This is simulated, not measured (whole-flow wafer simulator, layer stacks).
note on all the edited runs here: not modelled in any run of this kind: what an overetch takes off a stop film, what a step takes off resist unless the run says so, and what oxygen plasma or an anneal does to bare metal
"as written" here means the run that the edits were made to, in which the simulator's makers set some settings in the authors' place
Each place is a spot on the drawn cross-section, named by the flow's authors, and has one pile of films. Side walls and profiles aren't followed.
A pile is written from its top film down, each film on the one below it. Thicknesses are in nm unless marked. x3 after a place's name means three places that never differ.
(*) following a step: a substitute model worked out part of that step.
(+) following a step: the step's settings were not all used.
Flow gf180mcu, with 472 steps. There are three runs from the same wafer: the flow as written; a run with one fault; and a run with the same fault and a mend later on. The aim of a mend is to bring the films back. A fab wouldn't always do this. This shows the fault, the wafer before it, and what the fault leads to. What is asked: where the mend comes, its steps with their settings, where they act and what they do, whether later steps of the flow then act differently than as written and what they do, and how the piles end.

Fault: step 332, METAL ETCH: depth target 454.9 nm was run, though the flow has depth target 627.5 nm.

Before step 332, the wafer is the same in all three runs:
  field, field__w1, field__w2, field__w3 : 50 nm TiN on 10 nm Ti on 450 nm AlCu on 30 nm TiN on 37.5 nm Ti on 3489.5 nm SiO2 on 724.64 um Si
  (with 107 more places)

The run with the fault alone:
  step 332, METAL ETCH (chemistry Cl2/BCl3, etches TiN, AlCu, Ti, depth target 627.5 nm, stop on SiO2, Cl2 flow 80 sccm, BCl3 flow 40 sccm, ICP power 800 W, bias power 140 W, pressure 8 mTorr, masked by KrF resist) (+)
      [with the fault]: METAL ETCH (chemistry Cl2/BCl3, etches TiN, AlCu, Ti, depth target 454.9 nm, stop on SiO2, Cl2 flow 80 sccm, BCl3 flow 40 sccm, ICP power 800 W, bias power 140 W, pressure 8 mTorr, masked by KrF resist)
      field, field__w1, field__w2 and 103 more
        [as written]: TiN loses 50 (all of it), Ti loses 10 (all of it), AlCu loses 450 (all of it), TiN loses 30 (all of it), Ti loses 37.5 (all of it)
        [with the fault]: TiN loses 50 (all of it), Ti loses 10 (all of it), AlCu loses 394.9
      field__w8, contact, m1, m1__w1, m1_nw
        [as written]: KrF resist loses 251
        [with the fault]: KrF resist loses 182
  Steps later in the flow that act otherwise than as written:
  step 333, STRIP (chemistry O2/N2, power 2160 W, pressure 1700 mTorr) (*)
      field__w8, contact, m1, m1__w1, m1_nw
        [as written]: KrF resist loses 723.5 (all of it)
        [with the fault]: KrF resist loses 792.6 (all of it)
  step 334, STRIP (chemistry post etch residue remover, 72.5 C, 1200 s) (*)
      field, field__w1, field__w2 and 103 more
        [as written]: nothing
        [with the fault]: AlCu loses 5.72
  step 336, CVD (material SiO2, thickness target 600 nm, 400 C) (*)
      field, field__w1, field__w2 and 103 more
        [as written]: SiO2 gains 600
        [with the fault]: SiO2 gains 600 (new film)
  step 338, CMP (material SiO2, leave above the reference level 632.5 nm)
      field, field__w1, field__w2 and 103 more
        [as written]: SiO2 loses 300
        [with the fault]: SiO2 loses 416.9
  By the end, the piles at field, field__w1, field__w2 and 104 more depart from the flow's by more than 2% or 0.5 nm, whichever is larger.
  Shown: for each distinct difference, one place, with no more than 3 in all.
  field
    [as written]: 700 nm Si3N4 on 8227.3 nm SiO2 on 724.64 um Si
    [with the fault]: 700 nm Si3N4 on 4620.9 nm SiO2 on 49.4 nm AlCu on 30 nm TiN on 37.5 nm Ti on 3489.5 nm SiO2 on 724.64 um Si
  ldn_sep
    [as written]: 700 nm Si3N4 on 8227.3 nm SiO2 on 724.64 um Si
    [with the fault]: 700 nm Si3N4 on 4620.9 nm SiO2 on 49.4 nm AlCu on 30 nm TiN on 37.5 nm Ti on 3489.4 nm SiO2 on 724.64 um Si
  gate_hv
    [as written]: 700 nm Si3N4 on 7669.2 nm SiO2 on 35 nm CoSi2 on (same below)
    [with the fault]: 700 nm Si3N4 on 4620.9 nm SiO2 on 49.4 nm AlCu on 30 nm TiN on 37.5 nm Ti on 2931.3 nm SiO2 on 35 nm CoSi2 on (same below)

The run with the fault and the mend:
  The mend stands after step 332.
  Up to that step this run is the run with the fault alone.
  step 332a, METAL ETCH (chemistry Cl2/BCl3, etches TiN, AlCu, Ti, depth target 172.6 nm, stop on SiO2, Cl2 flow 80 sccm, BCl3 flow 40 sccm, ICP power 800 W, bias power 140 W, pressure 8 mTorr, masked by KrF resist) (+) (the flow's step 332, run once more with other settings)
      field, field__w1, field__w2 and 103 more
        AlCu loses 55.1 (all of it), TiN loses 30 (all of it), Ti loses 37.5 (all of it)
      field__w8, contact, m1, m1__w1, m1_nw
        KrF resist loses 69
  None of the later steps of the flow acts differently than as written at any place that is followed.
  By the end, the piles equal the flow's at every place that both follow.
